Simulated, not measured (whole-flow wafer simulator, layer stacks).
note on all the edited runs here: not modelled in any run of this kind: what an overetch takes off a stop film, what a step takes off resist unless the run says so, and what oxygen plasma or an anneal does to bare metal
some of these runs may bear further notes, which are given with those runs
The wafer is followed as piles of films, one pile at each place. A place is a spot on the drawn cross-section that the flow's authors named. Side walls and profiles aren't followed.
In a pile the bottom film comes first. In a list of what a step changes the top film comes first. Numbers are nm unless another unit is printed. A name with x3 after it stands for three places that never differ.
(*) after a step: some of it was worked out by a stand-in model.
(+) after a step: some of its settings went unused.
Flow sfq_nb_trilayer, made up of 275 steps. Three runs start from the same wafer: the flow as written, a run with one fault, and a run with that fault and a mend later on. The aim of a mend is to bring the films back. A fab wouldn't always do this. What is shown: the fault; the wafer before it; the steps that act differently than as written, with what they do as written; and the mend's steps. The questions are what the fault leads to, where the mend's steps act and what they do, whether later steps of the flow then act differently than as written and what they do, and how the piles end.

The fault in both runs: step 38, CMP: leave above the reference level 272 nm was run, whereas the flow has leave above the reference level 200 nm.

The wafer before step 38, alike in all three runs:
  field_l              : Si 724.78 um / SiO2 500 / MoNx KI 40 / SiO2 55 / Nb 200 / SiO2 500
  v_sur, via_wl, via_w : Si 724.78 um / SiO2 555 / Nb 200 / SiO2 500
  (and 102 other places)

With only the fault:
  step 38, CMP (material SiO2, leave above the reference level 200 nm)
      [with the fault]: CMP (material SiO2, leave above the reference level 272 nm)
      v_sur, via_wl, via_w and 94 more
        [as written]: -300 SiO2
        [with the fault]: -228 SiO2
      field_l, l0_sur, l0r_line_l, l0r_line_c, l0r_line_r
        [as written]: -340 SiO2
        [with the fault]: -268 SiO2
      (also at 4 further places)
  Later steps of the flow acting differently than as written (4 other steps are not shown; they differ only slightly, by no more than 2% or 0.5 nm, whichever is larger):
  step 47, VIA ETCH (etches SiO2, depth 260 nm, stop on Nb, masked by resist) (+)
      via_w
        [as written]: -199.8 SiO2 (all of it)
        [with the fault]: -260 SiO2
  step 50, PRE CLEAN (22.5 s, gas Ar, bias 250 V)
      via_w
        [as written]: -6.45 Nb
        [with the fault]: -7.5 SiO2
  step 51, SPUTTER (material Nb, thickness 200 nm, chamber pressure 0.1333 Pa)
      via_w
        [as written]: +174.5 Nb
        [with the fault]: +163.1 Nb (new film)
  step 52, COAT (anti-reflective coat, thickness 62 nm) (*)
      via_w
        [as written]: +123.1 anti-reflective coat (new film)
        [with the fault]: +136.1 anti-reflective coat (new film)
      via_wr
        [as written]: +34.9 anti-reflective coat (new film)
        [with the fault]: +33.2 anti-reflective coat (new film)
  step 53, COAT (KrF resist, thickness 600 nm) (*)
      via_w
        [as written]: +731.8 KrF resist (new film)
        [with the fault]: +781.6 KrF resist (new film)
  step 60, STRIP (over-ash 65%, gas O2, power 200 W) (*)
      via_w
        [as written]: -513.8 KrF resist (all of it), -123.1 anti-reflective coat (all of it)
        [with the fault]: -563.6 KrF resist (all of it), -136.1 anti-reflective coat (all of it)
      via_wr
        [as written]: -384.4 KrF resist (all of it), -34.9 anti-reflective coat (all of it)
        [with the fault]: -378.6 KrF resist (all of it), -33.2 anti-reflective coat (all of it)
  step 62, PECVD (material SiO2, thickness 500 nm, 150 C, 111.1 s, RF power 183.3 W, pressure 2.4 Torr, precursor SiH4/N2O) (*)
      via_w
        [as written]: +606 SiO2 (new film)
        [with the fault]: +678.7 SiO2 (new film)
  At field_l, v_sur, via_wl and 103 more, the piles at the end differ from the flow's by more than 2% or 0.5 nm, whichever is larger.
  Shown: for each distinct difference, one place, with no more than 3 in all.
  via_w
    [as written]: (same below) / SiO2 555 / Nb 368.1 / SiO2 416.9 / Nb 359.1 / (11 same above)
    [with the fault]: (same below) / SiO2 555 / Nb 200 / SiO2 4.34 / Nb 163.1 / SiO2 489.6 / Nb 359.1 / (11 same above)
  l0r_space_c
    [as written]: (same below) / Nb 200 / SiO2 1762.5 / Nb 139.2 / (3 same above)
    [with the fault]: (same below) / Nb 200 / SiO2 1834.5 / Nb 139.2 / (3 same above)
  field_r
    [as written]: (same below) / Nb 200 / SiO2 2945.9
    [with the fault]: (same below) / Nb 200 / SiO2 3017.9

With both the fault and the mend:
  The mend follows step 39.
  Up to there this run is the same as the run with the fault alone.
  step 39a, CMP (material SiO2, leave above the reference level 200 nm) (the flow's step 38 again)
      field_l, v_sur, via_wl and 103 more
        -72 SiO2
  Every later step of the flow that is run acts as written at every place that is followed.
  By the end, the piles equal the flow's at every place that both follow.
